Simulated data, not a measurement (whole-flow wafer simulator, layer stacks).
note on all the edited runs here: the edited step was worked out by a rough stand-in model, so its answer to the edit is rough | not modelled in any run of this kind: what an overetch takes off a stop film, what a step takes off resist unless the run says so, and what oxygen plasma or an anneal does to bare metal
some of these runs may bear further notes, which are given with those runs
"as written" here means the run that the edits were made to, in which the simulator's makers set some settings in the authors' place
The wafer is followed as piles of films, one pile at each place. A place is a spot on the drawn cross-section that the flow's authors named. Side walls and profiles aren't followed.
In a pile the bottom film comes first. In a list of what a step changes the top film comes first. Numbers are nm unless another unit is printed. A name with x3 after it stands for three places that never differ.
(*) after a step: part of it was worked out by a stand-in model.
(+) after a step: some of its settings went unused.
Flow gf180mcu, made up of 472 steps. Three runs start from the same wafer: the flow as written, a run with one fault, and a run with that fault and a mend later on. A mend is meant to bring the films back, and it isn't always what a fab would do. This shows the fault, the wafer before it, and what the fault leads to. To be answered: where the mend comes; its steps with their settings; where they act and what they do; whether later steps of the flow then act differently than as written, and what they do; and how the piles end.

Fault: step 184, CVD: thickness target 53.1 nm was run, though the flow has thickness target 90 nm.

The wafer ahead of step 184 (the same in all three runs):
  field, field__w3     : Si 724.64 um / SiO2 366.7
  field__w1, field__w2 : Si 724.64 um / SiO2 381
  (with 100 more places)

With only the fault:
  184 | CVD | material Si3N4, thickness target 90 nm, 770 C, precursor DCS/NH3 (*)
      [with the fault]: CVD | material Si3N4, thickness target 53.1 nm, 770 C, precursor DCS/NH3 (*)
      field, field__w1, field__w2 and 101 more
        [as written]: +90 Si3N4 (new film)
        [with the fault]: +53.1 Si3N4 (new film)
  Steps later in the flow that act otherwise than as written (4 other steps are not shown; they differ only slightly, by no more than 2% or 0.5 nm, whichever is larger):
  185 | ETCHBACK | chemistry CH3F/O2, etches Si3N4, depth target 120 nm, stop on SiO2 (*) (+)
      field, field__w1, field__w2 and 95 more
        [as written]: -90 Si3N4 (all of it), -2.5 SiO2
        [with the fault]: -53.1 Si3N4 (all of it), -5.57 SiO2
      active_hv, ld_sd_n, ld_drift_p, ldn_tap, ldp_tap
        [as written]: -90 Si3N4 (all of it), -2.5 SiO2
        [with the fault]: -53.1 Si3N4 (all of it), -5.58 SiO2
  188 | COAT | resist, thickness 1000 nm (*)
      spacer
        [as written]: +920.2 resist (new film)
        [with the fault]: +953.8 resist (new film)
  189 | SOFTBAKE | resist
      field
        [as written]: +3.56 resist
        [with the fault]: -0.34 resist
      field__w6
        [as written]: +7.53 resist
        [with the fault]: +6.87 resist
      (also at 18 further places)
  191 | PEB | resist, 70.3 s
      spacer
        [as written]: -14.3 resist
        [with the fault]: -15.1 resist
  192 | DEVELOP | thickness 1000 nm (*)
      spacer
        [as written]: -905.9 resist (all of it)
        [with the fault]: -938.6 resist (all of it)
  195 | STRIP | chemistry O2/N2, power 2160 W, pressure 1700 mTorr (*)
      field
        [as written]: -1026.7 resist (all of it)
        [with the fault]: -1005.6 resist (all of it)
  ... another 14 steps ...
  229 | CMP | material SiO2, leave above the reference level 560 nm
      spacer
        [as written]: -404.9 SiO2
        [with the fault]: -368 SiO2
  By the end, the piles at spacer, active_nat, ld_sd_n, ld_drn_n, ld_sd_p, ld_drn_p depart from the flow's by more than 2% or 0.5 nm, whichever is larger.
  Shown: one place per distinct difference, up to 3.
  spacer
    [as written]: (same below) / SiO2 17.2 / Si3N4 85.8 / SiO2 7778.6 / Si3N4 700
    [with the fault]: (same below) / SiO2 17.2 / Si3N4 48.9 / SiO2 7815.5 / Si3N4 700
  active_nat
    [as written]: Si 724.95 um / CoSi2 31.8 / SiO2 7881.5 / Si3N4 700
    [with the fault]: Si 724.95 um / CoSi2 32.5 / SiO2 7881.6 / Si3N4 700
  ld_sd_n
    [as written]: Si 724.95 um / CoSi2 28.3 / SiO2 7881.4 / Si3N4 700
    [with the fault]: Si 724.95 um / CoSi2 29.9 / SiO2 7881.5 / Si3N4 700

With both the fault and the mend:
  The mend follows step 184.
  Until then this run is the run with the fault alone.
  184a | CVD | material Si3N4, thickness target 36.9 nm, 770 C, precursor DCS/NH3 (*) (the flow's step 184 again, with other settings)
      field, field__w1, field__w2 and 101 more
        +36.9 Si3N4
  Every later step of the flow that is run acts as written, at every place that is followed, to within 2% or 0.5 nm, whichever is larger.
  By the end, the piles equal the flow's at every place that both follow.
